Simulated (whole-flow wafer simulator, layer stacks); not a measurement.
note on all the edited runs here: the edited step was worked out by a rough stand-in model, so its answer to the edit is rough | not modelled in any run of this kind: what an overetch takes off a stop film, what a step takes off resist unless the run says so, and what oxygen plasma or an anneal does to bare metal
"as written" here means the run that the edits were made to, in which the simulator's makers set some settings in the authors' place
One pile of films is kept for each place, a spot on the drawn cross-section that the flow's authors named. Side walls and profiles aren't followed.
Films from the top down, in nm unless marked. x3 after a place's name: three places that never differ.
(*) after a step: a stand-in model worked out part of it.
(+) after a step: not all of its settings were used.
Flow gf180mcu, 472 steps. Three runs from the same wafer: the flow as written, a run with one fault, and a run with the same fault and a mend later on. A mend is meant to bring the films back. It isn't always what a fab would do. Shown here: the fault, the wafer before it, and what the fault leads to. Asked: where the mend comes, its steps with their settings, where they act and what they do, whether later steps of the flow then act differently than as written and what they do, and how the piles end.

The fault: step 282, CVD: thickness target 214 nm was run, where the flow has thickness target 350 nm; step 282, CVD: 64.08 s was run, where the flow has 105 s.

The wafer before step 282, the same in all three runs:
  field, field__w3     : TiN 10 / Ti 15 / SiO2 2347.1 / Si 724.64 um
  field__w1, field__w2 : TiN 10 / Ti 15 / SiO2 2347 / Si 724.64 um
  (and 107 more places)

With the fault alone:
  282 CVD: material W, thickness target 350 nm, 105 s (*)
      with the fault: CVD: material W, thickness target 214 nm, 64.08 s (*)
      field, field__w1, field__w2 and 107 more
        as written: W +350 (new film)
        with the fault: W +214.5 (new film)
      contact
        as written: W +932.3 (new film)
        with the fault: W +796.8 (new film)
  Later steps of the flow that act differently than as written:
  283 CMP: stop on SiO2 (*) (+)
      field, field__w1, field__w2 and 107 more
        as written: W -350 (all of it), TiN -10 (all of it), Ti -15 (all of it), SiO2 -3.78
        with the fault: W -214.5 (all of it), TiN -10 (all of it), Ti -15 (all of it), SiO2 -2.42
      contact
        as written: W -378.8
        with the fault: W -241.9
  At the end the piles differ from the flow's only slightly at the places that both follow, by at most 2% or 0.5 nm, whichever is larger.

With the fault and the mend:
  The mend comes after step 282.
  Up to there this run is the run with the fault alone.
  282a CVD: material W, thickness target 136 nm, 40.82 s (the flow's step 282 once more, with other settings)
      field, field__w1, field__w2 and 108 more
        W +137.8
  No later step of the flow acts differently than as written, at any place that is followed, by more than 2% or 0.5 nm, whichever is larger.
  At the end the piles differ from the flow's only slightly at the places that both follow, by at most 2% or 0.5 nm, whichever is larger.
